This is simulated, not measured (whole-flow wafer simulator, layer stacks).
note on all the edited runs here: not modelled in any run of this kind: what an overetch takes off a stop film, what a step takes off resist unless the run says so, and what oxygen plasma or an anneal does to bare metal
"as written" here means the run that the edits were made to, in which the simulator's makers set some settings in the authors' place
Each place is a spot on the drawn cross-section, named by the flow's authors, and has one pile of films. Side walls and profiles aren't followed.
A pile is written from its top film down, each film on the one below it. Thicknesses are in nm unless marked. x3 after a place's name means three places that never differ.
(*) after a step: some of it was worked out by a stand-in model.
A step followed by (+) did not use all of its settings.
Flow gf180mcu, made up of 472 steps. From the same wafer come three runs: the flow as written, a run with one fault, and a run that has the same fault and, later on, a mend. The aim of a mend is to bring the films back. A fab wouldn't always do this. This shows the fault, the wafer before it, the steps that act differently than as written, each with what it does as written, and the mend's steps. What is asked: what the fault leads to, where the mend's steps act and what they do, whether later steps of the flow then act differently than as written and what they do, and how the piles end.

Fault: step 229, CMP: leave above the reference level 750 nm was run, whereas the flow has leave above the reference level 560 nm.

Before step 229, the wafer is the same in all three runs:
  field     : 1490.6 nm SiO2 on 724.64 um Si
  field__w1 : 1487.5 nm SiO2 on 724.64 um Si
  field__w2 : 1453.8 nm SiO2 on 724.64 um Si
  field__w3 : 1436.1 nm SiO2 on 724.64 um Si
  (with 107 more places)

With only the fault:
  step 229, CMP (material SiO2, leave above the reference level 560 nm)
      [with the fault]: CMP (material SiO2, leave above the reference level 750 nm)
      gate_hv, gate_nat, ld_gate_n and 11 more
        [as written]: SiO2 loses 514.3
        [with the fault]: SiO2 loses 324.3
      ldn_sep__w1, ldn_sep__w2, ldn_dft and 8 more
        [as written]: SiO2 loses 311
        [with the fault]: SiO2 loses 121
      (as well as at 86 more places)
  Steps later in the flow that act otherwise than as written:
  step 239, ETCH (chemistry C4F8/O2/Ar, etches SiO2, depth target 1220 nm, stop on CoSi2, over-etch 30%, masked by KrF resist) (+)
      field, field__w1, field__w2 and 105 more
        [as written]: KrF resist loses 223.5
        [with the fault]: KrF resist loses 244
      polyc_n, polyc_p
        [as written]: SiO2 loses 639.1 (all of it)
        [with the fault]: SiO2 loses 829.1 (all of it)
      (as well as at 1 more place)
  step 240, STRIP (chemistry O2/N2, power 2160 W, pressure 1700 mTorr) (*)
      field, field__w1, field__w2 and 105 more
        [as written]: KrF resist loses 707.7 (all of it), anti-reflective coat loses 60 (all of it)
        [with the fault]: KrF resist loses 687.2 (all of it), anti-reflective coat loses 60 (all of it)
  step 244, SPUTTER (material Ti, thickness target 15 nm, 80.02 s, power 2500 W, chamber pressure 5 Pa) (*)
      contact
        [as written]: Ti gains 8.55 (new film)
        [with the fault]: Ti gains 7.65 (new film)
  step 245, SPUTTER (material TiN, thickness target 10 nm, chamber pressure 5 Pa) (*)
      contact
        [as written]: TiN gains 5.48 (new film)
        [with the fault]: TiN gains 4.92 (new film)
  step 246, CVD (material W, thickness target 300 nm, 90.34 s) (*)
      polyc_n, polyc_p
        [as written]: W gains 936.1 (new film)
        [with the fault]: W gains 1126.1 (new film)
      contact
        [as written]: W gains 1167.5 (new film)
        [with the fault]: W gains 1359 (new film)
  By the end, the piles at field, field__w1, field__w2 and 109 more depart from the flow's by more than 2% or 0.5 nm, whichever is larger.
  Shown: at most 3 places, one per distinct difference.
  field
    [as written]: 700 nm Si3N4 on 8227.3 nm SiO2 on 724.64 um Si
    [with the fault]: 700 nm Si3N4 on 8417.3 nm SiO2 on 724.64 um Si
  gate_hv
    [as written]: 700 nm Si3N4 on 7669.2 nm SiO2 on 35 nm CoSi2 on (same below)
    [with the fault]: 700 nm Si3N4 on 7859.2 nm SiO2 on 35 nm CoSi2 on (same below)
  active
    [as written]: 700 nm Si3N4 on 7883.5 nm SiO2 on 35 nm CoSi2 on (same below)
    [with the fault]: 700 nm Si3N4 on 8073.5 nm SiO2 on 35 nm CoSi2 on (same below)

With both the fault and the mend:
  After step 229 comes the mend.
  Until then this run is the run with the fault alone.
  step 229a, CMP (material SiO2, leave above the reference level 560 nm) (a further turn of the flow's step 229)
      field, field__w1, field__w2 and 108 more
        SiO2 loses 190
  Later steps of the flow that are run all act as written at every place that is followed.
  The piles end the same as the flow's at every place that both follow.
